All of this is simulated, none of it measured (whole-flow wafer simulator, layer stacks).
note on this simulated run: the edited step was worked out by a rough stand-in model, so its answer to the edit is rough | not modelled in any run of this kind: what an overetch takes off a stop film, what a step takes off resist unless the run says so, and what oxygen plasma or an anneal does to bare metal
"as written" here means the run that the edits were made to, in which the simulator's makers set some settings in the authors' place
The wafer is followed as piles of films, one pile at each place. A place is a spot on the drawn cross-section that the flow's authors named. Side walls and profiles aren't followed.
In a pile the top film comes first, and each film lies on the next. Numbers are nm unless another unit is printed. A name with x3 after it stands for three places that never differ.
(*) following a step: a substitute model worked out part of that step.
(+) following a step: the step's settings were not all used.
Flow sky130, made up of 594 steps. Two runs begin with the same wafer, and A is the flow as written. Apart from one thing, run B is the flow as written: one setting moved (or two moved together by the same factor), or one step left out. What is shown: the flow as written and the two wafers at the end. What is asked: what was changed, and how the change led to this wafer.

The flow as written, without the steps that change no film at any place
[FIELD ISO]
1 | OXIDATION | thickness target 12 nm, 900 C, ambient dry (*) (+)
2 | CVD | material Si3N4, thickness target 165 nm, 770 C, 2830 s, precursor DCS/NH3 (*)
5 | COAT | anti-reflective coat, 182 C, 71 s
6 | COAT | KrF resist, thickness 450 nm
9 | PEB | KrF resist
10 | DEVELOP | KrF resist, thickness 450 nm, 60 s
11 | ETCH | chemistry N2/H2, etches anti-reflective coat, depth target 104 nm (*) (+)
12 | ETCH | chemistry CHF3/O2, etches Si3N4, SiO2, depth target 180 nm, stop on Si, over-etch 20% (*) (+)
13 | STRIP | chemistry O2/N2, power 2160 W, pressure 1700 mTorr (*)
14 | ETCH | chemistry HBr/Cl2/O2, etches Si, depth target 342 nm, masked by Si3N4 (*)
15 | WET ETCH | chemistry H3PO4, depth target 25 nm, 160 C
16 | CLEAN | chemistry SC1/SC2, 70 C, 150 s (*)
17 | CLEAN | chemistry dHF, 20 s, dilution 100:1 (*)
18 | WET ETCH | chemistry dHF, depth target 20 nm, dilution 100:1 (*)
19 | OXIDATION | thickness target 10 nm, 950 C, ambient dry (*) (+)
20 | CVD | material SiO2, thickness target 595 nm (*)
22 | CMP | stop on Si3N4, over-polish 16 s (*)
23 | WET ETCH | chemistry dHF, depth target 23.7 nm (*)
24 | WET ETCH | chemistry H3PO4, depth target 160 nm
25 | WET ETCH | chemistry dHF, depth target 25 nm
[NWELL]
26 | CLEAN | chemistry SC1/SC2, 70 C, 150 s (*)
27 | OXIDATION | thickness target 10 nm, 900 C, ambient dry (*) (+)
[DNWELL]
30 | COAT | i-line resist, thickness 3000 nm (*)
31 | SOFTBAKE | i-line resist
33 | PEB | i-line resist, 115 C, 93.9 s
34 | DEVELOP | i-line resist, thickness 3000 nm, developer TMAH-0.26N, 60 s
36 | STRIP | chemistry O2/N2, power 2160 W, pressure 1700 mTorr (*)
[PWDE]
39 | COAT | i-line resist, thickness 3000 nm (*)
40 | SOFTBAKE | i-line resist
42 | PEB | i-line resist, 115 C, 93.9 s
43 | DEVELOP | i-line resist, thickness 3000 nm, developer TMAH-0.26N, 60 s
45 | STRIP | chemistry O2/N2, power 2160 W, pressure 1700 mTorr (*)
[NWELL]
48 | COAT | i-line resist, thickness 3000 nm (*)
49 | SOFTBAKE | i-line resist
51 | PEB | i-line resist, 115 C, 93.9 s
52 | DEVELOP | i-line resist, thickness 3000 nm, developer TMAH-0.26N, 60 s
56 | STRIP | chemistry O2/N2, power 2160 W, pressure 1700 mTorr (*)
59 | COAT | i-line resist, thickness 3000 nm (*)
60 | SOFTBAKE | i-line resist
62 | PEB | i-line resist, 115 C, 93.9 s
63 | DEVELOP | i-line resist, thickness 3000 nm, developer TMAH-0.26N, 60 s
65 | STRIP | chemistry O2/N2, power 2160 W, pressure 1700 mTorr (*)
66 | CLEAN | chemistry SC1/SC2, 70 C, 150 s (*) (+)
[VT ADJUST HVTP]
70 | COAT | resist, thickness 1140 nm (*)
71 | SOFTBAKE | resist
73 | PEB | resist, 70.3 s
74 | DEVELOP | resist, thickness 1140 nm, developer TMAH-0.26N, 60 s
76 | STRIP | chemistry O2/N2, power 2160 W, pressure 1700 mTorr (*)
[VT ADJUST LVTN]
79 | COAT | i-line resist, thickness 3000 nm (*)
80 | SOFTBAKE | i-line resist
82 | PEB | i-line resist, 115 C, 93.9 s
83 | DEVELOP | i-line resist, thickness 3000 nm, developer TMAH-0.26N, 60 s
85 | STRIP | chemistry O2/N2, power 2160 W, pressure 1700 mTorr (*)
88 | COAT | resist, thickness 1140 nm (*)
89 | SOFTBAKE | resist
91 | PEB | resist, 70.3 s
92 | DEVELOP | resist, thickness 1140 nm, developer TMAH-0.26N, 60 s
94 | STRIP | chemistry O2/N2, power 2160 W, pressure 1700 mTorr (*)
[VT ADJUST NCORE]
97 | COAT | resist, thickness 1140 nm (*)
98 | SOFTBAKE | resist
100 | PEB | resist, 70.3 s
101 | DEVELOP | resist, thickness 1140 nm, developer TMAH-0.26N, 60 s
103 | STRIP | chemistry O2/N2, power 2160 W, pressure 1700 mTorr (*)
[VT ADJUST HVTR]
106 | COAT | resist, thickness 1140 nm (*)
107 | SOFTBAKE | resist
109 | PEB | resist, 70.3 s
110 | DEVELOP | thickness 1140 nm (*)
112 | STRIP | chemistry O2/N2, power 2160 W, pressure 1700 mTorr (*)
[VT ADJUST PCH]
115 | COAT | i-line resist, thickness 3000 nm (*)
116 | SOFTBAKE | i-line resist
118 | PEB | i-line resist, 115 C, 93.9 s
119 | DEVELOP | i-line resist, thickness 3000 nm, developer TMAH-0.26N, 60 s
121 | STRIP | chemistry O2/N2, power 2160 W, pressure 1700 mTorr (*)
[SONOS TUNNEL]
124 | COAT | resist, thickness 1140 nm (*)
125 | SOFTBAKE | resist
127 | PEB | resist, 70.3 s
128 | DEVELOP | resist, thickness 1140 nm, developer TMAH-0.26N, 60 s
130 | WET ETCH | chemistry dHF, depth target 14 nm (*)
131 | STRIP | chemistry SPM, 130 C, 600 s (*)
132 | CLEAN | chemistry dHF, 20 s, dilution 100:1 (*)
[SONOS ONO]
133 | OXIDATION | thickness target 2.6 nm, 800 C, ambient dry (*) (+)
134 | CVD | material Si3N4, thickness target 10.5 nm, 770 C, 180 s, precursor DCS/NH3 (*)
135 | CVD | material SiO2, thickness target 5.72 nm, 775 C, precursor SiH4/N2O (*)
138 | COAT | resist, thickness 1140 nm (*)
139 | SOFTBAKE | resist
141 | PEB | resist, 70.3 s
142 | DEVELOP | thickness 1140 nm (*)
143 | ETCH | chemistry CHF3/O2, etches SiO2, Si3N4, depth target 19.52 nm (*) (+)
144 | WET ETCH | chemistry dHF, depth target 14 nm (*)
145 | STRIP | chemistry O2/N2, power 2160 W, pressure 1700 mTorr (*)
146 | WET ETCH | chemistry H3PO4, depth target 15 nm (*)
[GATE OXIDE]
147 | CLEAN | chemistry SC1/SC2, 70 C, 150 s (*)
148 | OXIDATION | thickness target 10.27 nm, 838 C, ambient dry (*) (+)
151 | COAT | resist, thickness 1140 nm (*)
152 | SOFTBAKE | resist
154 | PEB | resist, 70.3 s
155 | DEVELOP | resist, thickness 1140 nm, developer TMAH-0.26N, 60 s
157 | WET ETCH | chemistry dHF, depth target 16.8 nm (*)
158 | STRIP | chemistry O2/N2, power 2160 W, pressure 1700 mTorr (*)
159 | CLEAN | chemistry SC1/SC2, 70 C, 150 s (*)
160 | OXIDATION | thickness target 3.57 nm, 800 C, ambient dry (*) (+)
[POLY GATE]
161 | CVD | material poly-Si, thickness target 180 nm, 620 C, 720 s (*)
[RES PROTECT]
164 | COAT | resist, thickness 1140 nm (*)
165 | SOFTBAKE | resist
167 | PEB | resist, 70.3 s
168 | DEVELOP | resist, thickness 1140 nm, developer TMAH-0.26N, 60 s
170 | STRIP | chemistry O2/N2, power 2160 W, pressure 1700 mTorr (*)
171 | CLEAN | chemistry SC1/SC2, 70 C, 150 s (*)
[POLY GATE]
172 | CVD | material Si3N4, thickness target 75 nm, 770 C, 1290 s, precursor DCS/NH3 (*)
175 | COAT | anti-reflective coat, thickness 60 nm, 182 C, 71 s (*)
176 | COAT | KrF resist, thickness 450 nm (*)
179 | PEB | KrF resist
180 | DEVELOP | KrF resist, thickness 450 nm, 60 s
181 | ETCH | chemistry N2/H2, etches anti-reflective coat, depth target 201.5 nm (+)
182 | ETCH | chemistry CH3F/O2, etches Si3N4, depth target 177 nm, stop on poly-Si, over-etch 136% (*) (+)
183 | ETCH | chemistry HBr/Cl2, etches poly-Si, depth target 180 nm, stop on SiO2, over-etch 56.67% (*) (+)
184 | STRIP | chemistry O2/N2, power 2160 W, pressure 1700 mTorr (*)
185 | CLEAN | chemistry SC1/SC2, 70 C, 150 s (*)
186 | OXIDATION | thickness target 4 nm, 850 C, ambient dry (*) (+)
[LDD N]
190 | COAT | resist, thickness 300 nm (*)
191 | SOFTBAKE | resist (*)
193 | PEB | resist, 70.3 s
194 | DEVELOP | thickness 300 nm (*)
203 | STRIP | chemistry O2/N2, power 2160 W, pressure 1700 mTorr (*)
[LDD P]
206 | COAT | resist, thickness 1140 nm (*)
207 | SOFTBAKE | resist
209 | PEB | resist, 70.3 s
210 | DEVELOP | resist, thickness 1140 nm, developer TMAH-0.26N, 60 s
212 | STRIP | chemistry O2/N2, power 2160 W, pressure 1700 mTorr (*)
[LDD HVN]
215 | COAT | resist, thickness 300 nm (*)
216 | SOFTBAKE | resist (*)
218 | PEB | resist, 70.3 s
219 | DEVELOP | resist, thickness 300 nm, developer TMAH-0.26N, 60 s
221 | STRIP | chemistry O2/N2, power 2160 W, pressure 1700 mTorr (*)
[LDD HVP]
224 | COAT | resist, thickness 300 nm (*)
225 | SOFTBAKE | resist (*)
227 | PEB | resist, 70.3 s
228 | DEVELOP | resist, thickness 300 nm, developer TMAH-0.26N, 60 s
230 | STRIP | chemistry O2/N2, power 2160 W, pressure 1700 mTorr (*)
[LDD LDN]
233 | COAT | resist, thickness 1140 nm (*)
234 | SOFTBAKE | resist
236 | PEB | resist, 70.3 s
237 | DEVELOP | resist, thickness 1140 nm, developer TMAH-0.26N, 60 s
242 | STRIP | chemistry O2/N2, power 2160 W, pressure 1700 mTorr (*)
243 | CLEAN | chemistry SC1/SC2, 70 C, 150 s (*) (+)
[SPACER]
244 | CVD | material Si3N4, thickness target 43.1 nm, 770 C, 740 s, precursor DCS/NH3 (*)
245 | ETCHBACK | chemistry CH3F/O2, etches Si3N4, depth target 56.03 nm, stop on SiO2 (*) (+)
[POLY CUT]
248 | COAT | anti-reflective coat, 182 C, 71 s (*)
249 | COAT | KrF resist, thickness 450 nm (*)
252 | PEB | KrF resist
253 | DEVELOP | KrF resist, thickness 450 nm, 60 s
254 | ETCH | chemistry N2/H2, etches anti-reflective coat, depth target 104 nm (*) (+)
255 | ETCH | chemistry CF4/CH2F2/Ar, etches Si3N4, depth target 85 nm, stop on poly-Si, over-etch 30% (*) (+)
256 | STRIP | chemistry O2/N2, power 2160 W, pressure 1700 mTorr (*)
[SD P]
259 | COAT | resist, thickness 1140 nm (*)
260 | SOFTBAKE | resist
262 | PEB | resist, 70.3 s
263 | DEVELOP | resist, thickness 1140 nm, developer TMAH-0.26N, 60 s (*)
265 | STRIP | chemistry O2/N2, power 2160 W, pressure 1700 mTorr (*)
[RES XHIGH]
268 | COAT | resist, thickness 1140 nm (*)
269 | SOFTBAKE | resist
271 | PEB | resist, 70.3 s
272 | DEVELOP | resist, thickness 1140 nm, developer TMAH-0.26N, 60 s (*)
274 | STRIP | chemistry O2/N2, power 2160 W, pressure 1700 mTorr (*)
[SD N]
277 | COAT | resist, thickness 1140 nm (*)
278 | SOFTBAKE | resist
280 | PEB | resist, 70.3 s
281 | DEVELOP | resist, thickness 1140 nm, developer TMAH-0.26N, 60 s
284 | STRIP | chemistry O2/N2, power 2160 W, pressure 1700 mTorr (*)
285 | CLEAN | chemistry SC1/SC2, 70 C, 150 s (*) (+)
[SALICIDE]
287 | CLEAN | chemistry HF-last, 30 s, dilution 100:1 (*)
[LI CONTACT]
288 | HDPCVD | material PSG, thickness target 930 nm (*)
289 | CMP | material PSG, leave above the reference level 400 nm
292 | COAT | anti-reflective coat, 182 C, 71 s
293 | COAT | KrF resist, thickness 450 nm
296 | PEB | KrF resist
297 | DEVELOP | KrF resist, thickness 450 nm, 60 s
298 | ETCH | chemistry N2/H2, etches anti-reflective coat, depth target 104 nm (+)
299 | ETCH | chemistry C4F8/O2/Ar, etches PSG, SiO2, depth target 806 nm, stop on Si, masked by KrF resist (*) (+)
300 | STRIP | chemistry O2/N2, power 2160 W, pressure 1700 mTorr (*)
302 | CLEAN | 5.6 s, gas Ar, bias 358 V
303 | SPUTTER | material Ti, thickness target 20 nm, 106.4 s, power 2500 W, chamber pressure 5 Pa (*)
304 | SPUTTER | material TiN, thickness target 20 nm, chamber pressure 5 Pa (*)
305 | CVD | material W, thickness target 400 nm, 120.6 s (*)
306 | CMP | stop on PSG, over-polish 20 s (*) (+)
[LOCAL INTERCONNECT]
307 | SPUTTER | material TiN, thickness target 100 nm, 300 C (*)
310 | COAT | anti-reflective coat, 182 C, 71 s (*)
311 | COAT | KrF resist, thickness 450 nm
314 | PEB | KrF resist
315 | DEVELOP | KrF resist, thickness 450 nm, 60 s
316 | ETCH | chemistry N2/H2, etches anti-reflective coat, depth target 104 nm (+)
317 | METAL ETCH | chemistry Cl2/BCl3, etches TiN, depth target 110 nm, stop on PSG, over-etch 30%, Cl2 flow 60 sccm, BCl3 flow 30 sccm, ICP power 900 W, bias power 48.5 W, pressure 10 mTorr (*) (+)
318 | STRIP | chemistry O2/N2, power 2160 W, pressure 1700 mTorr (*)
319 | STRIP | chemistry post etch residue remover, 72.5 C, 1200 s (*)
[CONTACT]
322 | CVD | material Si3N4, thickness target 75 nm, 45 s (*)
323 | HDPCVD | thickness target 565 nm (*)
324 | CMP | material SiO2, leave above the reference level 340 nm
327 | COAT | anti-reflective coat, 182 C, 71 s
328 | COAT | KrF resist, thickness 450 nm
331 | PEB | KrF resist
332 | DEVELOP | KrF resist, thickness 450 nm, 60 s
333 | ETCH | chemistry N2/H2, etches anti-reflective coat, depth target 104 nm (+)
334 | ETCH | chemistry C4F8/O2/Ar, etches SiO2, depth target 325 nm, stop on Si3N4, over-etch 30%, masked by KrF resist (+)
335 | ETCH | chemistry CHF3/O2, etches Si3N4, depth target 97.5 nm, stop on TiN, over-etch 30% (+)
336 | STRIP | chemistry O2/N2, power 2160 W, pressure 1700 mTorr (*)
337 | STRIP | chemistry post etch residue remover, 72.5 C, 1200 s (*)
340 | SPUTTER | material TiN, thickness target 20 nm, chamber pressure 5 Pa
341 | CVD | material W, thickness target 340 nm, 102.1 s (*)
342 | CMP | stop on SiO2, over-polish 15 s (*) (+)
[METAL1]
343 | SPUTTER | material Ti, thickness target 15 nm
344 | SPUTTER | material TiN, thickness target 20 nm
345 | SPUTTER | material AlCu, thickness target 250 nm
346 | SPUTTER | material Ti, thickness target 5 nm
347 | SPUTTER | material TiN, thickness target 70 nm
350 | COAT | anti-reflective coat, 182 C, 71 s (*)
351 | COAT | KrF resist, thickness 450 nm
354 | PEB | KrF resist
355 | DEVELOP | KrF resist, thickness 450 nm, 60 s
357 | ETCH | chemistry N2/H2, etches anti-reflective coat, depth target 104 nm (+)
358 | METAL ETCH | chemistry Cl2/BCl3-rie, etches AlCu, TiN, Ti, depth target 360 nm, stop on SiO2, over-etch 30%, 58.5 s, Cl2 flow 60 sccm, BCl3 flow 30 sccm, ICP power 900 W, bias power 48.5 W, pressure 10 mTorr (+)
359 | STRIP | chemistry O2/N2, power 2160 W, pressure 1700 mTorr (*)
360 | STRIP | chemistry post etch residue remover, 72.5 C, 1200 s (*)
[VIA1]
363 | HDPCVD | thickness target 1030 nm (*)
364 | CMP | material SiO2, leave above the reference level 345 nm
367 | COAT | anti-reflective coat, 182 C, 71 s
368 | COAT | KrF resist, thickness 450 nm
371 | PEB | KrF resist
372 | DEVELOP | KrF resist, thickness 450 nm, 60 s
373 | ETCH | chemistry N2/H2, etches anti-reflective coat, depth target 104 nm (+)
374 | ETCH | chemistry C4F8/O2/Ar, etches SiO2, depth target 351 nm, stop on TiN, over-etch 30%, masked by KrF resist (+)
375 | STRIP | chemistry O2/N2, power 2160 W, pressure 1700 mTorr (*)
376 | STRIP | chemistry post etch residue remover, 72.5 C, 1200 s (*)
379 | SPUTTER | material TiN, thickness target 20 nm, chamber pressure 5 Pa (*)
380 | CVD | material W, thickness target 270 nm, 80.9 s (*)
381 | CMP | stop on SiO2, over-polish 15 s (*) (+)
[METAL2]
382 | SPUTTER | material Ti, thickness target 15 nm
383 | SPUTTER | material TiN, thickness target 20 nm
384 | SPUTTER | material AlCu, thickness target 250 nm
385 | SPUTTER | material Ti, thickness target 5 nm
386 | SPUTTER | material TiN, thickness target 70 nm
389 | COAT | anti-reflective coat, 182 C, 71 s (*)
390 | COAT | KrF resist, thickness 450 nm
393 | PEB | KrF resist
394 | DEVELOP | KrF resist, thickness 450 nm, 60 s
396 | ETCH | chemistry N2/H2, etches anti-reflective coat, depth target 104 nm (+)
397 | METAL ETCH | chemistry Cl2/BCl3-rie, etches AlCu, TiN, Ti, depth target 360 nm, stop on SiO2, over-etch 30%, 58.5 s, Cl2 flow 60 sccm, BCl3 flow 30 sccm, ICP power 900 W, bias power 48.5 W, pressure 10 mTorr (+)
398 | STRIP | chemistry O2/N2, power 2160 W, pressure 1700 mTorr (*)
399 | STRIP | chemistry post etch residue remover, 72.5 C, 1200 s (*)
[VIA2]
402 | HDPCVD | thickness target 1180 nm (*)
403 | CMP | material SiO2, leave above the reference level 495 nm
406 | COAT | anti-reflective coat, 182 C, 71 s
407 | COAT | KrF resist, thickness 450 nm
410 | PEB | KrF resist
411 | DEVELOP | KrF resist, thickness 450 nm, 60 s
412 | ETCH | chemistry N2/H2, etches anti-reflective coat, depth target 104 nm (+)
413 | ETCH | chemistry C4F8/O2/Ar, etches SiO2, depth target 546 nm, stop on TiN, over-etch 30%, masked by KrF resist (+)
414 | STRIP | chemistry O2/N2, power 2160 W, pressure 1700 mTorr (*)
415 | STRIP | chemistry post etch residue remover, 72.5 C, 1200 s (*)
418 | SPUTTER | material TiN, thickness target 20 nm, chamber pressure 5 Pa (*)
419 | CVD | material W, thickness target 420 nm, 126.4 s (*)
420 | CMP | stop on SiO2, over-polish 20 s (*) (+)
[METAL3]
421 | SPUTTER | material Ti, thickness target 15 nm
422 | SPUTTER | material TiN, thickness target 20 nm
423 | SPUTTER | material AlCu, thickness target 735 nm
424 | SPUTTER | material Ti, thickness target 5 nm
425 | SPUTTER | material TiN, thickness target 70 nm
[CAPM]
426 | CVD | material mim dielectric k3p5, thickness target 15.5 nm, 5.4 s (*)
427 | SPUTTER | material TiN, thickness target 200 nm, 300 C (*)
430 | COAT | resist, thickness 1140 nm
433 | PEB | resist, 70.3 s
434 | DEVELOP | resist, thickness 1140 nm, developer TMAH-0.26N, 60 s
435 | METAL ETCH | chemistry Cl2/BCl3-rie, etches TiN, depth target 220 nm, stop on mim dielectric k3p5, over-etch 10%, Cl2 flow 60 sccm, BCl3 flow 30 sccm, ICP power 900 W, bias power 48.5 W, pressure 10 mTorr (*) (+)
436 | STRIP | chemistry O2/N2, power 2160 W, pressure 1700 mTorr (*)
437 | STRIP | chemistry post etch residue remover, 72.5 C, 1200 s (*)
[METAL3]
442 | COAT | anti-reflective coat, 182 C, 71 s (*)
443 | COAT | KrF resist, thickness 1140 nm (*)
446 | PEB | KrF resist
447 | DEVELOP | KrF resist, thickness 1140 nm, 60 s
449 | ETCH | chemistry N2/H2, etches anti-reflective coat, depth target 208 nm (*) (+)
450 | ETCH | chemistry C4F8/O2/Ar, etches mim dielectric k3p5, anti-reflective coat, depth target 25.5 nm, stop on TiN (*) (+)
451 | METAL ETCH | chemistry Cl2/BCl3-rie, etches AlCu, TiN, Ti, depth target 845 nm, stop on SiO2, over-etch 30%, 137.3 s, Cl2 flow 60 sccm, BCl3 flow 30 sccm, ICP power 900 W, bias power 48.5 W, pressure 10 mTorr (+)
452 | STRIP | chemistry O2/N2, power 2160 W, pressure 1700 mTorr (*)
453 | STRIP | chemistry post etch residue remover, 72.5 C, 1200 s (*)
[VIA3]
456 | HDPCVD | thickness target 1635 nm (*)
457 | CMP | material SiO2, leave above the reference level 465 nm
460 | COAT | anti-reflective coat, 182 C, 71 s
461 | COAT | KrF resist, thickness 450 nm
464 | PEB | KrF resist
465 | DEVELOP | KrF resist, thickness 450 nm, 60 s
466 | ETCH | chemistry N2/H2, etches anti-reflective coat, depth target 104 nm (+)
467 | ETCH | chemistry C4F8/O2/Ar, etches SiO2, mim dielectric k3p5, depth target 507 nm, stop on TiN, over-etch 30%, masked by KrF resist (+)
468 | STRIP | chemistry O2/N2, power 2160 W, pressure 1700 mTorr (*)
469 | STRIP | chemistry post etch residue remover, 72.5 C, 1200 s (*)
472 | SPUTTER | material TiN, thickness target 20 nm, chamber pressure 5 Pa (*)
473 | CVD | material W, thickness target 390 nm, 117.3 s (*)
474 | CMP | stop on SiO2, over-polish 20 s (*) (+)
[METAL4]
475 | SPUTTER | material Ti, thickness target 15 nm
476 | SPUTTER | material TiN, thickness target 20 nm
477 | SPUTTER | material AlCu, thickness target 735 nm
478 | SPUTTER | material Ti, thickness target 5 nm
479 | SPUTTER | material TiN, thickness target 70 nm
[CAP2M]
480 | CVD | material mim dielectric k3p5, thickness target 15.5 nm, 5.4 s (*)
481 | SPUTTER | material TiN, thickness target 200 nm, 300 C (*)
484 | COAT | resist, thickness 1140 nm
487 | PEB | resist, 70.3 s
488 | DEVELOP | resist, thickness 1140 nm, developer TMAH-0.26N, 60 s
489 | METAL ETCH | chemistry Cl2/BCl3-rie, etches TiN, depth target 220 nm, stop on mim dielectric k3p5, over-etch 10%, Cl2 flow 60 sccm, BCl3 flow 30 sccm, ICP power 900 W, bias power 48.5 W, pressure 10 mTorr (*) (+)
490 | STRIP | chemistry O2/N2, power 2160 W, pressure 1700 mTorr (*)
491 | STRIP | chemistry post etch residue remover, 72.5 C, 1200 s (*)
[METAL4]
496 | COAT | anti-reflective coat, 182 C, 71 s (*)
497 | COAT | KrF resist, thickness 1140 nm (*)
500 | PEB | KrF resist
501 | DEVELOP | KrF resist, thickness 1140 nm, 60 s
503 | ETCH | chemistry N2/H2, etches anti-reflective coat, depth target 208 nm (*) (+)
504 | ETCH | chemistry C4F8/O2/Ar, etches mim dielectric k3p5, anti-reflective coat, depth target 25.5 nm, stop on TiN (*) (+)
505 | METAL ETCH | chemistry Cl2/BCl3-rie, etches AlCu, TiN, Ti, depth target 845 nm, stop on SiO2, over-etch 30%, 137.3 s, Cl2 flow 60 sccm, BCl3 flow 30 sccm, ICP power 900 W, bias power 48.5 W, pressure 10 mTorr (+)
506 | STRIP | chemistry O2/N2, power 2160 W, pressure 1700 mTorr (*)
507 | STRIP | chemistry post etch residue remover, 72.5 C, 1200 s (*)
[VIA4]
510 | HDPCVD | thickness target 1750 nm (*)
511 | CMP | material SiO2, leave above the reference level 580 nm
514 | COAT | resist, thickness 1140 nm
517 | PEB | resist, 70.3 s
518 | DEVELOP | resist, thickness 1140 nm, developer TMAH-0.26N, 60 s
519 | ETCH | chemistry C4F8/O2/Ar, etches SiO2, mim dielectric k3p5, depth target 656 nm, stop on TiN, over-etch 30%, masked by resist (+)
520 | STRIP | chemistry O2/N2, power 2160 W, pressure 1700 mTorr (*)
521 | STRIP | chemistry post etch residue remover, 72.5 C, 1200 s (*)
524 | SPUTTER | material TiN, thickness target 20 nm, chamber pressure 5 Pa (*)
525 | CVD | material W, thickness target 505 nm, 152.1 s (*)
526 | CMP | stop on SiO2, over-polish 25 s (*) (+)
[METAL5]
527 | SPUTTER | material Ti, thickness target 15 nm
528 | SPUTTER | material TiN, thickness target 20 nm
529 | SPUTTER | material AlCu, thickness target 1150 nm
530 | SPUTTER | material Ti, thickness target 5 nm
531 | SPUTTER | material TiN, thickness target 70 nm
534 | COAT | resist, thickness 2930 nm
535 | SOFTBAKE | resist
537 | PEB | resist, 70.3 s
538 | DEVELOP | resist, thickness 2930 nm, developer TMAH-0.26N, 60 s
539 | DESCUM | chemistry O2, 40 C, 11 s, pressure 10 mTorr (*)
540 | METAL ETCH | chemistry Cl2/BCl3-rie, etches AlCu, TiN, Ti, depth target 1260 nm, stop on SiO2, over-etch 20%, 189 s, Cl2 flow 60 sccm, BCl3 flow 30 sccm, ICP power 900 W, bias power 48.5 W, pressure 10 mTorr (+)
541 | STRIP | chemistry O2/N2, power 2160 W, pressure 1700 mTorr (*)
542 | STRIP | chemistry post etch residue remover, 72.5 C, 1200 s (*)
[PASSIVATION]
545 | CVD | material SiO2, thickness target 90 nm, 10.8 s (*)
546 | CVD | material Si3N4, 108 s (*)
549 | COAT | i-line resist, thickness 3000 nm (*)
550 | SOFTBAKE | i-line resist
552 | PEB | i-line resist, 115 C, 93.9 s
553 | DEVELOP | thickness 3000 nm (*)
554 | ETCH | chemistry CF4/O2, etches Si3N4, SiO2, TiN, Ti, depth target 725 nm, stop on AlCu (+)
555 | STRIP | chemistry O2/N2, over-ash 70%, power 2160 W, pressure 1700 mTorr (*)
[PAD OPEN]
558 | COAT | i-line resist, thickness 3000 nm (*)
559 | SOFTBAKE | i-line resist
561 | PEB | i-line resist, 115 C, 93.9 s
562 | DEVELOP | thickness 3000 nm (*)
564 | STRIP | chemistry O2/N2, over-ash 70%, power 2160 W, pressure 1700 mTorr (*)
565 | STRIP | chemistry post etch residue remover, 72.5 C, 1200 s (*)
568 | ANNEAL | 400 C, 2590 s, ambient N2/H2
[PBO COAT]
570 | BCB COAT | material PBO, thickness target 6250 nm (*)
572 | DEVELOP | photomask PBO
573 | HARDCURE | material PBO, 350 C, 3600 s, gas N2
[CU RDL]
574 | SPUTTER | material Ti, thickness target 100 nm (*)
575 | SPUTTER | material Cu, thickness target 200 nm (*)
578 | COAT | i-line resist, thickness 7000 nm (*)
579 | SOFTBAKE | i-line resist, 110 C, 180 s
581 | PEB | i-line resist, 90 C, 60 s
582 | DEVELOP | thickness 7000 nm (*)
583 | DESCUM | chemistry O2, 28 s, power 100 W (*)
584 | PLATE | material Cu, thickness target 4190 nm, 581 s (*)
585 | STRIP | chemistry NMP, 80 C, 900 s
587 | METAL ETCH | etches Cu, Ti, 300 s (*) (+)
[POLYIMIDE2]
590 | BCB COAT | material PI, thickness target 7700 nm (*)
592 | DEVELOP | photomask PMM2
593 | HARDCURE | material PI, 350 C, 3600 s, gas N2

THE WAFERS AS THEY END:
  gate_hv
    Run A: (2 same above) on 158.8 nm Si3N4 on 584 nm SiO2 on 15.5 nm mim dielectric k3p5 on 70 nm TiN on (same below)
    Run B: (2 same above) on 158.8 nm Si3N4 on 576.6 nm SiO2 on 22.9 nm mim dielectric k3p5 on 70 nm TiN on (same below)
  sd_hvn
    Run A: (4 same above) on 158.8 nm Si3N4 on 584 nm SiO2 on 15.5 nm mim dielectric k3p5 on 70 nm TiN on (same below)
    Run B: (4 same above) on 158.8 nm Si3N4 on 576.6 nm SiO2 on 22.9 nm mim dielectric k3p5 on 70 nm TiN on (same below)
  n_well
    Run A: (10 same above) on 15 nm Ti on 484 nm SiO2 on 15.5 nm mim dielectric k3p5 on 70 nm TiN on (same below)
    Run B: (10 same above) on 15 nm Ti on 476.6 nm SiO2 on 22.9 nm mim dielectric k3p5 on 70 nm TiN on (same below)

Cause: step 480, CVD: thickness target 22.9 nm was run, while the flow as written has thickness target 15.5 nm; step 480, CVD: 7.97 s was run, where the flow has 5.4 s.
The wafer lets one read it off: gate_hv has mim dielectric k3p5 22.9, and step 480 as written asks for 15.5 nm.

Step by step, how the change led to this:
  480 | CVD | material mim dielectric k3p5, thickness target 15.5 nm, 5.4 s (*)
      field, active, n_well and 189 more: A +15.5 mim dielectric k3p5 (new film) | B +22.9 mim dielectric k3p5 (new film)
  504 | ETCH | chemistry C4F8/O2/Ar, etches mim dielectric k3p5, anti-reflective coat, depth target 25.5 nm, stop on TiN (*) (+)
      n_well, p_well, gate_hv and 102 more: A -15.5 KrF resist | B -17 KrF resist
      field, active, gate and 85 more: A -15.5 mim dielectric k3p5 (all of it) | B -22.9 mim dielectric k3p5 (all of it)
  519 | ETCH | chemistry C4F8/O2/Ar, etches SiO2, mim dielectric k3p5, depth target 656 nm, stop on TiN, over-etch 30%, masked by resist (+)
      m1: A -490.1 SiO2 (all of it), -15.5 mim dielectric k3p5 (all of it) | B -482.7 SiO2 (all of it), -22.9 mim dielectric k3p5 (all of it)
      via4_hole: A -489.5 SiO2 (all of it), -15.5 mim dielectric k3p5 (all of it) | B -482.1 SiO2 (all of it), -22.9 mim dielectric k3p5 (all of it)
